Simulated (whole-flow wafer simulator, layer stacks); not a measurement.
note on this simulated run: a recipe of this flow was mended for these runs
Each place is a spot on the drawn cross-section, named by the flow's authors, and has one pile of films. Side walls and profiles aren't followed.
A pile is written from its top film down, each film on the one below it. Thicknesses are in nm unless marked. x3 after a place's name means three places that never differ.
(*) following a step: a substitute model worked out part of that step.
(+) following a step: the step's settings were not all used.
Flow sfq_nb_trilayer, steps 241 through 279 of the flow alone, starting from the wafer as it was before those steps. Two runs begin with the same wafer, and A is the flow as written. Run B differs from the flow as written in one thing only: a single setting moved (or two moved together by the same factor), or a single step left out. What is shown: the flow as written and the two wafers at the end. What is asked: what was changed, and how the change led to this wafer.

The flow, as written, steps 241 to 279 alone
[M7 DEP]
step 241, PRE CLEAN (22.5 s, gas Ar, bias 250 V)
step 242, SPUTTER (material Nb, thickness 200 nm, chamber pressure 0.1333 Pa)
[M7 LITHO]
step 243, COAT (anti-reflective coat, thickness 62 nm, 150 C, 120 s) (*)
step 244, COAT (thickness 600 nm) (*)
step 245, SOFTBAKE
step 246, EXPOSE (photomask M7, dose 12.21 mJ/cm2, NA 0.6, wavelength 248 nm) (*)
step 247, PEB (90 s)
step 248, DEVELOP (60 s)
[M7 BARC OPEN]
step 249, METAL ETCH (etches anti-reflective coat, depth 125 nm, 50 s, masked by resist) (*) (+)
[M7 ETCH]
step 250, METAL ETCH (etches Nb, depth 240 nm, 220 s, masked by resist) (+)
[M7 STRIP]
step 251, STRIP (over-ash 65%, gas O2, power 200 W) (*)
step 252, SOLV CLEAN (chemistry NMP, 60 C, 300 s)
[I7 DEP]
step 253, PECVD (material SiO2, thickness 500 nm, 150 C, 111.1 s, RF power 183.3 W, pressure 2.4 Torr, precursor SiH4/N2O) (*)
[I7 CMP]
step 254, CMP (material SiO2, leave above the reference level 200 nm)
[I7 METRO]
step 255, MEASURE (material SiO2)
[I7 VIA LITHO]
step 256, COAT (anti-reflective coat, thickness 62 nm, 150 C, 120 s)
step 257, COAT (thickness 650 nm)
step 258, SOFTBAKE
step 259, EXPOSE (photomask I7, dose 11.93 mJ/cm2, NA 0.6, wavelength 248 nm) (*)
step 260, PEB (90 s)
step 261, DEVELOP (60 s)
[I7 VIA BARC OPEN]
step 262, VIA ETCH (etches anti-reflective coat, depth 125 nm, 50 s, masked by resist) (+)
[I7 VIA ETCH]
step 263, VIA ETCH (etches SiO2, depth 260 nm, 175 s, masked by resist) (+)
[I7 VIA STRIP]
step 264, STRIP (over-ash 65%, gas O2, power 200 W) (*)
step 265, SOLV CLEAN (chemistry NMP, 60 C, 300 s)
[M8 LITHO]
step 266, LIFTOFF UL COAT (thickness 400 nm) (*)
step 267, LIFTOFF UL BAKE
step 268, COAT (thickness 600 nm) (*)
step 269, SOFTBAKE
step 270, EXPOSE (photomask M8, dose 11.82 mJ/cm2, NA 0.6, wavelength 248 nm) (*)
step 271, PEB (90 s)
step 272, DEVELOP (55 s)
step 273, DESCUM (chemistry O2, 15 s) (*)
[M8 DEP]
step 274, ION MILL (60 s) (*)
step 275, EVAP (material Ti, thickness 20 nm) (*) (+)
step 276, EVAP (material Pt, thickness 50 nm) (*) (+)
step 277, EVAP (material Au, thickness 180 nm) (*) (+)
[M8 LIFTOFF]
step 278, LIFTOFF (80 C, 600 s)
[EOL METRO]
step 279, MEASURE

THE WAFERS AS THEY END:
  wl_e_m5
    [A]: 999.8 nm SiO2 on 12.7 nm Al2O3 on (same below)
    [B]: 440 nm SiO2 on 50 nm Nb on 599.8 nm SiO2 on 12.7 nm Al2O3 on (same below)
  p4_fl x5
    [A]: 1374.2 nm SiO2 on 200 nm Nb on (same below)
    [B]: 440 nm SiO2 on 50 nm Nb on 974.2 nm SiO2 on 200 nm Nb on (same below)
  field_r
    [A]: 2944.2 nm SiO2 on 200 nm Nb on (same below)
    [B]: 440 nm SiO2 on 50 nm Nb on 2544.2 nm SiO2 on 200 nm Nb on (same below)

What caused this: step 242, SPUTTER: thickness 290 nm was run, while the flow as written has thickness 200 nm.

How this came from the change, step by step:
  step 242, SPUTTER (material Nb, thickness 200 nm, chamber pressure 0.1333 Pa)
      field_l, v_sur, via_wl and 102 more: A +200 Nb (new film) | B +290 Nb (new film)
      via_v: A +159.9 Nb | B +232.2 Nb
  step 243, COAT (anti-reflective coat, thickness 62 nm, 150 C, 120 s) (*)
      via_v: A +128 anti-reflective coat (new film) | B +131 anti-reflective coat (new film)
  step 250, METAL ETCH (etches Nb, depth 240 nm, 220 s, masked by resist) (+)
      field_l, field_r, lsp_l and 62 more: A -200 Nb (all of it), -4 SiO2 | B -240 Nb
  step 251, STRIP (over-ash 65%, gas O2, power 200 W) (*)
      via_v: A -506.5 KrF-resist-other-grade (all of it), -128 anti-reflective coat (all of it) | B -518.8 KrF-resist-other-grade (all of it), -131 anti-reflective coat (all of it)
  step 253, PECVD (material SiO2, thickness 500 nm, 150 C, 111.1 s, RF power 183.3 W, pressure 2.4 Torr, precursor SiH4/N2O) (*)
      field_l, p4_fl x5, p4_w1 x9 and 44 more: A +500 SiO2 | B +500 SiO2 (new film)
      field_r, lsp_l: A +477.2 SiO2 | B +473.2 SiO2 (new film)
      (also at 4 further places)
  step 254, CMP (material SiO2, leave above the reference level 200 nm)
      field_l, p4_fl x5, p4_w1 x9 and 44 more: A -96 SiO2 | B -60 SiO2
      field_r, lsp_l: A -73.2 SiO2 | B -33.2 SiO2
      (also at 3 further places)
With metal films that touch counted as one body, wl_e_m5 has 7 bodies (between them, from the top down: SiO2 599.8 / Al2O3 12.7 / Nb2O5 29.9; SiO2 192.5; SiO2 192.5; SiO2 192.5; SiO2 192.5; SiO2 192.5); the flow as written gives 6 bodies (between them, from the top down: SiO2 192.5; SiO2 192.5; SiO2 192.5; SiO2 192.5; SiO2 192.5).
With metal films that touch counted as one body, p4_fl x5 has 3 bodies (between them, from the top down: SiO2 974.2; SiO2 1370); the flow as written gives 2 bodies (between them, from the top down: SiO2 1370).
With metal films that touch counted as one body, field_r has 2 bodies (between them, from the top down: SiO2 2544.2); the flow as written gives 1 body.
